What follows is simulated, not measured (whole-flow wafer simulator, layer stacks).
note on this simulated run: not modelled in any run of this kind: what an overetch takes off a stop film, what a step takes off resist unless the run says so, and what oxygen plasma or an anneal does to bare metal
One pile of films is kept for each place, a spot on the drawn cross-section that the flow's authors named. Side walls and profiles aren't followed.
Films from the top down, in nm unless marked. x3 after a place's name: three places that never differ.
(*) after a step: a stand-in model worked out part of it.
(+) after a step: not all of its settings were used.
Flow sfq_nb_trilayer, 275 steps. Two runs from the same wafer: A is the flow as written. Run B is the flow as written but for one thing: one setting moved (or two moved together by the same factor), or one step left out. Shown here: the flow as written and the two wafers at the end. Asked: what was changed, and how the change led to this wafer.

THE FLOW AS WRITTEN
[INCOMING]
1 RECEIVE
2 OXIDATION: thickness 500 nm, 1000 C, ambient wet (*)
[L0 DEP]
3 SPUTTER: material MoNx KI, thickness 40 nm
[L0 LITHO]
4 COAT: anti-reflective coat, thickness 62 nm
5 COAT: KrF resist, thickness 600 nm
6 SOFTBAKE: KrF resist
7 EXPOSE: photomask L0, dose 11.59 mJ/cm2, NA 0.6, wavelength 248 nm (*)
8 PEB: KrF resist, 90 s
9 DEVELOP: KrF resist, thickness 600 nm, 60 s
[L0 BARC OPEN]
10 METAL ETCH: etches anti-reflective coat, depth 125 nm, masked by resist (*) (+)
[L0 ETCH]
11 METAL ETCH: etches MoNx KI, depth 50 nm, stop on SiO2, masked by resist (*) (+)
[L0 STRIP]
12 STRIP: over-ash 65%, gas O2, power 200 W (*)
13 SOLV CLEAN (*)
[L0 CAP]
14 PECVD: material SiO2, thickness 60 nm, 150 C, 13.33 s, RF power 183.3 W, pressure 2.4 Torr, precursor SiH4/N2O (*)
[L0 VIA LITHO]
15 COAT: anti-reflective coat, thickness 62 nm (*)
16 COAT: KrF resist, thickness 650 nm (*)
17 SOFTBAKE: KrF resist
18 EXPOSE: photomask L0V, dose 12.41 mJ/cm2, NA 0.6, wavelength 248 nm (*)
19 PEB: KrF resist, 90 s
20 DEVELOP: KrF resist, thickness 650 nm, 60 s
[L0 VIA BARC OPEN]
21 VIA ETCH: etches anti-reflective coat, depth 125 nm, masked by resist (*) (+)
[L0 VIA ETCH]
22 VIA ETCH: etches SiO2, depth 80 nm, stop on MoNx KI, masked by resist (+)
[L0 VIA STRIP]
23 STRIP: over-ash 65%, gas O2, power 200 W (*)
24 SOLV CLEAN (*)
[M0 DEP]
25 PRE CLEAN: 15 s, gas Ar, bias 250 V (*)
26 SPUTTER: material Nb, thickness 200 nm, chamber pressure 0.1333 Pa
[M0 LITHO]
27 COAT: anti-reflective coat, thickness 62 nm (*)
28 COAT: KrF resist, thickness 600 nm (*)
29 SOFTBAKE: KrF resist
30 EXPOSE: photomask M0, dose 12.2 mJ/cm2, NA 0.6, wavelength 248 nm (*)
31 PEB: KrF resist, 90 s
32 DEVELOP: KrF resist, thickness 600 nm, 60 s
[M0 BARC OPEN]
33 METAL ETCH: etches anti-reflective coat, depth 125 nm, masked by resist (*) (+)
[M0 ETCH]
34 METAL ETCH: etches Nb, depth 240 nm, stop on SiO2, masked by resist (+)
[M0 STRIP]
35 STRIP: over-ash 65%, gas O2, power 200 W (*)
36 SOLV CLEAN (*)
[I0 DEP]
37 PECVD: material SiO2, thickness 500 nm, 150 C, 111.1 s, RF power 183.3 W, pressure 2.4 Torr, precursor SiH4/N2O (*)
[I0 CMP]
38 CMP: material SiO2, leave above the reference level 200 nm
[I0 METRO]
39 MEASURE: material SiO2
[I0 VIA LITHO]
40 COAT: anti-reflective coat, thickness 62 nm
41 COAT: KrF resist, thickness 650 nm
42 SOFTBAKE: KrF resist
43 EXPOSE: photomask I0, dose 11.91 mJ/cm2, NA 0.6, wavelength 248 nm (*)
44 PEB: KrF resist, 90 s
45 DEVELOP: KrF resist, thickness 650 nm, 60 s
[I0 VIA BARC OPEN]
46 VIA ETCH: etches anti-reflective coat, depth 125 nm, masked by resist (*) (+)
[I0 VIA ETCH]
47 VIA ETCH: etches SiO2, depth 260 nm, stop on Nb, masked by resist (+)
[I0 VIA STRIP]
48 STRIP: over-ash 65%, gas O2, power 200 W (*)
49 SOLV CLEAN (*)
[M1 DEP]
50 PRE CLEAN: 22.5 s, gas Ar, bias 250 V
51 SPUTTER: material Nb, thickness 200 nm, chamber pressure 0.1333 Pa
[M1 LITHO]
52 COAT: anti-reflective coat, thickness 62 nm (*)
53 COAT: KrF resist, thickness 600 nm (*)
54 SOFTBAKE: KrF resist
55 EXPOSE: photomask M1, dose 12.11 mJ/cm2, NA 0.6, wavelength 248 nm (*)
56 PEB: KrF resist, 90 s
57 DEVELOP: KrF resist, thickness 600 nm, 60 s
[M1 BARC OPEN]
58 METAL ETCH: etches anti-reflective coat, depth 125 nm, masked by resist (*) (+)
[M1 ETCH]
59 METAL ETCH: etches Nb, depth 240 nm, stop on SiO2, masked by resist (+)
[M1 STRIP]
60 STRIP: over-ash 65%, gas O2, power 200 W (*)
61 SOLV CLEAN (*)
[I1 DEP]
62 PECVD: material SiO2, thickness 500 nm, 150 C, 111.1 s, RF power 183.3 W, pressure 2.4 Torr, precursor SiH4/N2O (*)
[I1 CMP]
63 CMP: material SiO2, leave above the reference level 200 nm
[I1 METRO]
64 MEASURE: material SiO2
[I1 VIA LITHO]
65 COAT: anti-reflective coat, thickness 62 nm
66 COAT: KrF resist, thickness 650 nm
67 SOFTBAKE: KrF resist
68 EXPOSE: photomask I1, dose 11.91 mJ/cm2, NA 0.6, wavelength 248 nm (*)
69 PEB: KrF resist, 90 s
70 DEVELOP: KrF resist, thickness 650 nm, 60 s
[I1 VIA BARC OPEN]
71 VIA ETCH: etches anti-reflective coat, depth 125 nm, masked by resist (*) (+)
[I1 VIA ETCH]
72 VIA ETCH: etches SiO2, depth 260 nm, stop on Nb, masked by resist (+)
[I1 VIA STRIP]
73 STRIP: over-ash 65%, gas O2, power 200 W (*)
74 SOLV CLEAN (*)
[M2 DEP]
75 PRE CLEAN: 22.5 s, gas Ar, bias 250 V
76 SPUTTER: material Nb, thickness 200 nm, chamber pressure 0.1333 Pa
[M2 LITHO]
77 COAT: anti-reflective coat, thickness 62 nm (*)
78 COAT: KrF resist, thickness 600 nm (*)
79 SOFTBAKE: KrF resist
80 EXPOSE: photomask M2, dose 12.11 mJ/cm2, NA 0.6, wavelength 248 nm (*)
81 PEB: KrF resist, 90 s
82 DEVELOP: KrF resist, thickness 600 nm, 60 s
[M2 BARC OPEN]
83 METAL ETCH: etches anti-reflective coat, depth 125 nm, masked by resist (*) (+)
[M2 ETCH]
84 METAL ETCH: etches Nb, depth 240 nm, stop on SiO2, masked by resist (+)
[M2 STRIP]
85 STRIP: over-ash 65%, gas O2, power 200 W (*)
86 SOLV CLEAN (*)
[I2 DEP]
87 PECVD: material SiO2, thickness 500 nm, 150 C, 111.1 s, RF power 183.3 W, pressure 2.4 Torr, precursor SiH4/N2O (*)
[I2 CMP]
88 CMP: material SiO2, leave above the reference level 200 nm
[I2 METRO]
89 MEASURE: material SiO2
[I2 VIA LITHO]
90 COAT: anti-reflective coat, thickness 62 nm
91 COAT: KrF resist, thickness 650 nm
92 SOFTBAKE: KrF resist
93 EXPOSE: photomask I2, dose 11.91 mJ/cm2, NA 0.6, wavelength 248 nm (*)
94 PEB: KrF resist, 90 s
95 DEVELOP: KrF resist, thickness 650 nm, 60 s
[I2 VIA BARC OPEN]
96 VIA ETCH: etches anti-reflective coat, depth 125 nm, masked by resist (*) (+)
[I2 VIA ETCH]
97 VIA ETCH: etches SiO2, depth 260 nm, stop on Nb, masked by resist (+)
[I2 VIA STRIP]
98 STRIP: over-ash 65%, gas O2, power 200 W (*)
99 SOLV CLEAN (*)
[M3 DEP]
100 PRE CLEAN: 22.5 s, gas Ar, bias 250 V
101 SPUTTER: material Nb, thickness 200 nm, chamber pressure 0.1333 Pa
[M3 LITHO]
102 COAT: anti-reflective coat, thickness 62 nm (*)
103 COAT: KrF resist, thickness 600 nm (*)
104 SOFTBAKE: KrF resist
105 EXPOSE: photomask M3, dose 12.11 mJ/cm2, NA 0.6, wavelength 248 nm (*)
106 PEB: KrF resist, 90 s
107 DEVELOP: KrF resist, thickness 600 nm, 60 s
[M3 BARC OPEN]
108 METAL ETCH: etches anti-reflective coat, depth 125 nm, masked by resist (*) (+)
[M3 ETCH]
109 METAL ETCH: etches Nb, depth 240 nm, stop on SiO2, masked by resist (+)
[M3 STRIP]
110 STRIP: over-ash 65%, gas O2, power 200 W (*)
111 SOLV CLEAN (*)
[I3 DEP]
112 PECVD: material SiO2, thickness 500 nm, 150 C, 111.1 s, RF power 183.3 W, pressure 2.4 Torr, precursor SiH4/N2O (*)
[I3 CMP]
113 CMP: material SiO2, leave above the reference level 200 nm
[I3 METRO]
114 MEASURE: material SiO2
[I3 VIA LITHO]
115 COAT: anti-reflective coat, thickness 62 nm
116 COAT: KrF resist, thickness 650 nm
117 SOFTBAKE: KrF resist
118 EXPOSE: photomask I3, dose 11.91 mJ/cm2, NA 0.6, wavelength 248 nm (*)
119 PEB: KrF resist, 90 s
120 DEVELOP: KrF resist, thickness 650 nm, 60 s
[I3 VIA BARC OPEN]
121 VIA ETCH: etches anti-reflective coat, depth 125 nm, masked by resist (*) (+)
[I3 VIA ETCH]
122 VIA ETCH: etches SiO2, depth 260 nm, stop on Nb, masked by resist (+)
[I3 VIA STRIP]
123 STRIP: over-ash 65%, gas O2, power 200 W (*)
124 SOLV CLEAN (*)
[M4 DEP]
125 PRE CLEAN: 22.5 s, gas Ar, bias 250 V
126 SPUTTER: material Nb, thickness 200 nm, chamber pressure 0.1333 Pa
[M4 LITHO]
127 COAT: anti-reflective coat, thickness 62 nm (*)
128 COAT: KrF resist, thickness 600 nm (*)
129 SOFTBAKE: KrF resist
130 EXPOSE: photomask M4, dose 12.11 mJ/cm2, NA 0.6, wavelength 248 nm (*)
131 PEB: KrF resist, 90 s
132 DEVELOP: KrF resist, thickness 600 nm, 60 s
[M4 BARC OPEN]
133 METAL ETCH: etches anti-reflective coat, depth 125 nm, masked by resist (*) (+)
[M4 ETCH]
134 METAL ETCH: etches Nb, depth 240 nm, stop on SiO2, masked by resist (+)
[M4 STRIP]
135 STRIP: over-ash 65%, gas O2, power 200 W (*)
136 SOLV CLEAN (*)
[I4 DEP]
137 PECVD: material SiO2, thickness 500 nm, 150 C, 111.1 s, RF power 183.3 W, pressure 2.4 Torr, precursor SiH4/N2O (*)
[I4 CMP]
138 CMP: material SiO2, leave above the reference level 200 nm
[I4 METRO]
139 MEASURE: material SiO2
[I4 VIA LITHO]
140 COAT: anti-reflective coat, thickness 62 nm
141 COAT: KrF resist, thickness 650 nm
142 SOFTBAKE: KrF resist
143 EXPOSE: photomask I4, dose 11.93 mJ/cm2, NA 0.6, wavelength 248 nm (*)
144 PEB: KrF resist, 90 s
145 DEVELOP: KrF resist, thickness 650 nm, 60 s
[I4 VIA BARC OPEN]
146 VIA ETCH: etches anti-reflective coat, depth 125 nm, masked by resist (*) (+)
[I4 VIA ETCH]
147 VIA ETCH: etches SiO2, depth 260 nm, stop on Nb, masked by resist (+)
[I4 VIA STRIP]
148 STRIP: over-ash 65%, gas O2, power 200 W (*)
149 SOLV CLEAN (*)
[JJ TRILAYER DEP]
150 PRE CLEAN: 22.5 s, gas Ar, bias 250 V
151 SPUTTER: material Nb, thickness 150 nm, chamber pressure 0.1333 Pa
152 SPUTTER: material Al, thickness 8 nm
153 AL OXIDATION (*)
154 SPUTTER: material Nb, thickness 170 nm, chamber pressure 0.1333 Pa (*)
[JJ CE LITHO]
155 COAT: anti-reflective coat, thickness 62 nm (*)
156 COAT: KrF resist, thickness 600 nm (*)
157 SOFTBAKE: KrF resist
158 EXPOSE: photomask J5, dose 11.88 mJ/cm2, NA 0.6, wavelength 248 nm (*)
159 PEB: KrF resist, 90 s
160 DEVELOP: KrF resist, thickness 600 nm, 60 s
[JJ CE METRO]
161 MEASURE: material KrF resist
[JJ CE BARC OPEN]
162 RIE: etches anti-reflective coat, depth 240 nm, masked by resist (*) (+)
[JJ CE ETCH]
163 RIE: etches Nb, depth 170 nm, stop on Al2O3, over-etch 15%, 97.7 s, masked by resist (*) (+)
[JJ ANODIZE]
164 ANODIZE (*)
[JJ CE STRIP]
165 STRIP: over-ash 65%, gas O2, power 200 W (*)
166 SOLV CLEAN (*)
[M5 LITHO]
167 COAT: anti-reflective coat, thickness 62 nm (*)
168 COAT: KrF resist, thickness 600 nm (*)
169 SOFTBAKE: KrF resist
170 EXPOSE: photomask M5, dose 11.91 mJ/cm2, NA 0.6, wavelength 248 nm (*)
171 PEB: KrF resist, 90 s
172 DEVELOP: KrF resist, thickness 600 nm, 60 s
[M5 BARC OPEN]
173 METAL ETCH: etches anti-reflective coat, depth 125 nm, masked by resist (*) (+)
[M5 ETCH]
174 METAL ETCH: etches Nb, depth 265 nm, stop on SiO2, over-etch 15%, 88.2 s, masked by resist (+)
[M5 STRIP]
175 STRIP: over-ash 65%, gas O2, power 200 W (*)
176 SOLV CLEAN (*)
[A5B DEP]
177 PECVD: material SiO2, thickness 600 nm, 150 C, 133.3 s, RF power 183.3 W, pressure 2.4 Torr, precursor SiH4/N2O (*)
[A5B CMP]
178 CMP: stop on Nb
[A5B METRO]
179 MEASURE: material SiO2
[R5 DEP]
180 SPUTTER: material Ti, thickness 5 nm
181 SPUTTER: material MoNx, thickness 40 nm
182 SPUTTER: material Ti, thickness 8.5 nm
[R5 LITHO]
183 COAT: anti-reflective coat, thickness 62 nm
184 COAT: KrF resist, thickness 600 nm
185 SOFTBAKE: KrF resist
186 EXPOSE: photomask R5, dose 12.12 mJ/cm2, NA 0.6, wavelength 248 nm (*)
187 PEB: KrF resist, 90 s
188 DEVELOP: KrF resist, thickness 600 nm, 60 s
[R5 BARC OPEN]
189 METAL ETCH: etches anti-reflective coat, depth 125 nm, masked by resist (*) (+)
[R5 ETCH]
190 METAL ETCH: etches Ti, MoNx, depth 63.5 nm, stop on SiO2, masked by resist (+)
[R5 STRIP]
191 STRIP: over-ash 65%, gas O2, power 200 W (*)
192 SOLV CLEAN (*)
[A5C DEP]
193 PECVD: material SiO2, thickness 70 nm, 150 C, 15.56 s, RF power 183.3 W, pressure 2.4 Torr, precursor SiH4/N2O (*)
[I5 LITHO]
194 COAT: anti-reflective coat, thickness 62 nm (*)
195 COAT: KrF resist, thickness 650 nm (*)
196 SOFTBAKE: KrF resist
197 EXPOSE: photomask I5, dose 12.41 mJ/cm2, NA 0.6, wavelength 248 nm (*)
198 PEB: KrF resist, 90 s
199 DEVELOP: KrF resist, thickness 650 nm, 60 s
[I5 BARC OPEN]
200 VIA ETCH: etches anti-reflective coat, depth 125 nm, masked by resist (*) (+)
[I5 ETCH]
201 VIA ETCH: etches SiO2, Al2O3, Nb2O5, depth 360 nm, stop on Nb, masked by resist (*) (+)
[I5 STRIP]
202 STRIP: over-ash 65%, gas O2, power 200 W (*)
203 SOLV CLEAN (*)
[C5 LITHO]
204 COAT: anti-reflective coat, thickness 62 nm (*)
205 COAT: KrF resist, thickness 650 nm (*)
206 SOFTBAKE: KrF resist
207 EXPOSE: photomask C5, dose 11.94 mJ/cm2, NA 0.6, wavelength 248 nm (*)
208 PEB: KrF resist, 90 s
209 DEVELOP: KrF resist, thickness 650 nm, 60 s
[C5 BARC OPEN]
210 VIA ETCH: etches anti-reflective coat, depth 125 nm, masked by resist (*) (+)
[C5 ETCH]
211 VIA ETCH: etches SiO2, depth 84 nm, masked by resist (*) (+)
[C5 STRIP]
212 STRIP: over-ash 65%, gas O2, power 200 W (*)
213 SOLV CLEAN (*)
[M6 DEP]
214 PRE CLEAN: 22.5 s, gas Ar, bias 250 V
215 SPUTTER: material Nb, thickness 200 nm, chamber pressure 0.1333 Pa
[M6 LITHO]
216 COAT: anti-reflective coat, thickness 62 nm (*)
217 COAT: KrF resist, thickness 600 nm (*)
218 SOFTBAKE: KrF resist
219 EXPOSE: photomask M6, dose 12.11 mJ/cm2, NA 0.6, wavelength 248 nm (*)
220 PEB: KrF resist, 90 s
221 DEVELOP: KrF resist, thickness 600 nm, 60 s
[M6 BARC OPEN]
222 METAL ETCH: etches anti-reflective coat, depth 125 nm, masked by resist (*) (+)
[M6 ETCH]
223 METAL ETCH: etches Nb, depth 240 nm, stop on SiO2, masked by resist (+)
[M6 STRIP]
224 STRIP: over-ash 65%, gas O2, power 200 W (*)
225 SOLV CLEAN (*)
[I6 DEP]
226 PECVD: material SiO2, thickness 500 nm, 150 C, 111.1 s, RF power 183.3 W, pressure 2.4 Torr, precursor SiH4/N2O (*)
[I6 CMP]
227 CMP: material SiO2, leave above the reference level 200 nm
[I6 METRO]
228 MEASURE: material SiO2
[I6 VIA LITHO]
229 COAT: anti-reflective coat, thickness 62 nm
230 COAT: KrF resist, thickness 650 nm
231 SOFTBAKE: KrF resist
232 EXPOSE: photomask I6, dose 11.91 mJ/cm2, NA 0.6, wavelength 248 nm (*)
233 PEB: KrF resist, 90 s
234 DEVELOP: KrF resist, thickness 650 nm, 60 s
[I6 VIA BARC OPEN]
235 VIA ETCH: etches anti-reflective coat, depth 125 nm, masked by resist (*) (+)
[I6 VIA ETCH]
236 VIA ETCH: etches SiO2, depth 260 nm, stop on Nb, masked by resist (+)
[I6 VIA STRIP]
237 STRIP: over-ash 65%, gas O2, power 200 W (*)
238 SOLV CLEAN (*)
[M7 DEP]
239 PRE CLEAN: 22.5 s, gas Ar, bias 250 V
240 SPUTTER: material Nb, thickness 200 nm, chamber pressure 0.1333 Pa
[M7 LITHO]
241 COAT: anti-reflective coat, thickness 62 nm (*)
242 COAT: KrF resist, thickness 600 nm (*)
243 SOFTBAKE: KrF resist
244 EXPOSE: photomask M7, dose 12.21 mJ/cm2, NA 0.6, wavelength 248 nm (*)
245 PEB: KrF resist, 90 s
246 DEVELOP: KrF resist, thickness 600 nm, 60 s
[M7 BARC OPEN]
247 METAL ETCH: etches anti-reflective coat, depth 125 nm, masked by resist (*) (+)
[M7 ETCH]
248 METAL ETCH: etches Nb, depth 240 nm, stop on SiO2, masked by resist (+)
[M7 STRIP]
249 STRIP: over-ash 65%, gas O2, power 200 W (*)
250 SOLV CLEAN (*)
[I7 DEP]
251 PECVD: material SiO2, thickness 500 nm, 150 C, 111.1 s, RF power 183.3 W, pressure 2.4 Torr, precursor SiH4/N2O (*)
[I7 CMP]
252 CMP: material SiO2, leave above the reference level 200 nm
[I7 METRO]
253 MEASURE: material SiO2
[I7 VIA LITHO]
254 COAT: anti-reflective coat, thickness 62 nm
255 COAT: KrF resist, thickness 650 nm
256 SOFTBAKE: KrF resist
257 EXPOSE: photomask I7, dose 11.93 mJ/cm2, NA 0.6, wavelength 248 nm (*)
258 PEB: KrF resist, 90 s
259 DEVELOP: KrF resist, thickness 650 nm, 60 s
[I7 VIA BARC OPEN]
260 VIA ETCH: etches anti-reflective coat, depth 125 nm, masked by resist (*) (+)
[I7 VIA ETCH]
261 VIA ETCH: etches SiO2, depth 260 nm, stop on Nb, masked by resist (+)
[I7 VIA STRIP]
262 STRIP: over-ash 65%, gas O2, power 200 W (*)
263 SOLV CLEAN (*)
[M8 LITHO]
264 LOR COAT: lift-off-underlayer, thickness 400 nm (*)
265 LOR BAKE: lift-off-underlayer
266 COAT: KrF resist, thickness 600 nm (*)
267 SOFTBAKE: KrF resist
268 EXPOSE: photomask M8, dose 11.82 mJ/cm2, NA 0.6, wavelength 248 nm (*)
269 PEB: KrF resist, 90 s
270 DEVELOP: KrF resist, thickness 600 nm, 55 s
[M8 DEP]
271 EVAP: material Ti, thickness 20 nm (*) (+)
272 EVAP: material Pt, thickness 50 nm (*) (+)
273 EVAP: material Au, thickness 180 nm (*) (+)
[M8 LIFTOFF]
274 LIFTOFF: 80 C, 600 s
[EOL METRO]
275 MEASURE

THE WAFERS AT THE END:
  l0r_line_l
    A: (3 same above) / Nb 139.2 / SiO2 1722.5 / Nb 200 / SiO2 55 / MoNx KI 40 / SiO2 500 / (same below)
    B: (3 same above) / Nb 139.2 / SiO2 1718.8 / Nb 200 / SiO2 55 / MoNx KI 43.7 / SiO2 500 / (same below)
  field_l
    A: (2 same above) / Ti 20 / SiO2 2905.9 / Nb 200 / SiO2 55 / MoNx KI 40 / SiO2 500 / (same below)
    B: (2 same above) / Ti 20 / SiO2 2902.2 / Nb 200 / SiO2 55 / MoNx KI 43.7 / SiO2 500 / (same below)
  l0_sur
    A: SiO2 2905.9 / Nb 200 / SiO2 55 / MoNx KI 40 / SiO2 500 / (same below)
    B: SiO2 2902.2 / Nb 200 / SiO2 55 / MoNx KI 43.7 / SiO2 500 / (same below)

The cause: step 3, SPUTTER: thickness 43.7 nm was run, where the flow has thickness 40 nm.
It can be read off the wafer: l0r_line_l has MoNx KI 43.7, and step 3 as written asks for 40 nm.

How the change led to this, step by step:
  3 SPUTTER: material MoNx KI, thickness 40 nm
      field_l, v_sur, via_wl and 103 more: A MoNx KI +40 (new film) | B MoNx KI +43.7 (new film)
  11 METAL ETCH: etches MoNx KI, depth 50 nm, stop on SiO2, masked by resist (*) (+)
      v_sur, via_wl, via_w and 97 more: A MoNx KI -40 (all of it) | B MoNx KI -43.7 (all of it)
